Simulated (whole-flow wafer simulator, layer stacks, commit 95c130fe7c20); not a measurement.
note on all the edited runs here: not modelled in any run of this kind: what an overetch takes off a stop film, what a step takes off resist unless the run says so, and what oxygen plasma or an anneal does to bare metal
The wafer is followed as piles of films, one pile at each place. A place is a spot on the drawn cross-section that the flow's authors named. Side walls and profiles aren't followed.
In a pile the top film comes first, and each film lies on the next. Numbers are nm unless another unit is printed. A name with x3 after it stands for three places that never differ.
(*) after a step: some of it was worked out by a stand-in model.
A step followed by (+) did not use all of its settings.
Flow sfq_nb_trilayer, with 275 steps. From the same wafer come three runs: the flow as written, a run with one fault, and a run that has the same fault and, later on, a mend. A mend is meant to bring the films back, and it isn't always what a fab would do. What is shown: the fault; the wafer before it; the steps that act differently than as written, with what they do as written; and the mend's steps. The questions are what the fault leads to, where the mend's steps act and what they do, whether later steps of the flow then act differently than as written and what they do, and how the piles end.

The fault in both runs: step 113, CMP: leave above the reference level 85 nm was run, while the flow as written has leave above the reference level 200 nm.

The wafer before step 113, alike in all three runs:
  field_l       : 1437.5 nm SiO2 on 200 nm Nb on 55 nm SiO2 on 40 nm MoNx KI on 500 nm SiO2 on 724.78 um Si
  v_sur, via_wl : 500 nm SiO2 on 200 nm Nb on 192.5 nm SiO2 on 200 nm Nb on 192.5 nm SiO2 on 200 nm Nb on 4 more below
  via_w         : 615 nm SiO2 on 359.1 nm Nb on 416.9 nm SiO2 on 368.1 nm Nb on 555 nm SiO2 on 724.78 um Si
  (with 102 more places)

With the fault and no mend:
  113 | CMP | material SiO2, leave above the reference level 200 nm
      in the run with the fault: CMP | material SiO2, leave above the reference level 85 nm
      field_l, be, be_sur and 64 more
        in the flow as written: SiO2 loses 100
        in the run with the fault: SiO2 loses 215
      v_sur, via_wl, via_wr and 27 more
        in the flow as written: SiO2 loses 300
        in the run with the fault: SiO2 loses 415
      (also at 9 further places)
  Later steps of the flow acting differently than as written (not shown: 3 more steps that differ only slightly, by at most 2% or 0.5 nm, whichever is larger):
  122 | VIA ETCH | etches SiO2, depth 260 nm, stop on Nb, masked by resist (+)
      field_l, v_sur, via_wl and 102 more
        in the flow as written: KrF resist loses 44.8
        in the run with the fault: KrF resist loses 21.9
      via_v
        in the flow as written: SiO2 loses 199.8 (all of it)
        in the run with the fault: SiO2 loses 84.8 (all of it)
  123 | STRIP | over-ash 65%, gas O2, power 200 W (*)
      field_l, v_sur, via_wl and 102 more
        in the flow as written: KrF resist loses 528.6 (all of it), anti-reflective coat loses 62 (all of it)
        in the run with the fault: KrF resist loses 551.5 (all of it), anti-reflective coat loses 62 (all of it)
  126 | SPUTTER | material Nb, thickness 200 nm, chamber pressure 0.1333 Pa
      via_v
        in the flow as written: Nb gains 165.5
        in the run with the fault: Nb gains 191.1
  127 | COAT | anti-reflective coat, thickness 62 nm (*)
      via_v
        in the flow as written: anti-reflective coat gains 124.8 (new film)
        in the run with the fault: anti-reflective coat gains 98 (new film)
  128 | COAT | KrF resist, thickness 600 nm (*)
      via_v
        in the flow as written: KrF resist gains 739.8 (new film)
        in the run with the fault: KrF resist gains 644.3 (new film)
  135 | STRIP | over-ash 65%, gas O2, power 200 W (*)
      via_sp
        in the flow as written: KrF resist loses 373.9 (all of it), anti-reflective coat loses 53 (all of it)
        in the run with the fault: KrF resist loses 382.6 (all of it), anti-reflective coat loses 53.9 (all of it)
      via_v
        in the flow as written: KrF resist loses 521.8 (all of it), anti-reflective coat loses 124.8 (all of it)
        in the run with the fault: KrF resist loses 426.6 (all of it), anti-reflective coat loses 98 (all of it)
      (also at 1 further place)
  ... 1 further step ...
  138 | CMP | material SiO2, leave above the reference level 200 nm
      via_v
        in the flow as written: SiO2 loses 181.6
        in the run with the fault: SiO2 loses 207.1
  By the end, the piles at field_l, v_sur, via_wl and 103 more depart from the flow's by more than 2% or 0.5 nm, whichever is larger.
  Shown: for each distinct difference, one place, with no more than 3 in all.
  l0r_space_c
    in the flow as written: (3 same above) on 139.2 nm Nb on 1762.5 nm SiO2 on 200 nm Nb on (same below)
    in the run with the fault: (3 same above) on 139.2 nm Nb on 1647.5 nm SiO2 on 200 nm Nb on (same below)
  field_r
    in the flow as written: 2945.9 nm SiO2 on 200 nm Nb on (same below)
    in the run with the fault: 2830.9 nm SiO2 on 200 nm Nb on (same below)
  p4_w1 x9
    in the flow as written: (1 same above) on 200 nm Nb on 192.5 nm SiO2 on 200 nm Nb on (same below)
    in the run with the fault: (1 same above) on 200 nm Nb on 77.5 nm SiO2 on 200 nm Nb on (same below)

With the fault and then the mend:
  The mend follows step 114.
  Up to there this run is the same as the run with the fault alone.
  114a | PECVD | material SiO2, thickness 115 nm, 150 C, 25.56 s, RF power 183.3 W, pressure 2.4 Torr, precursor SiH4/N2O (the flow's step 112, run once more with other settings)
      field_l, v_sur, via_wl and 103 more
        SiO2 gains 115
  Later steps of the flow that are run all act as written at every place that is followed.
  At every place that both follow, the piles at the end match the flow's.
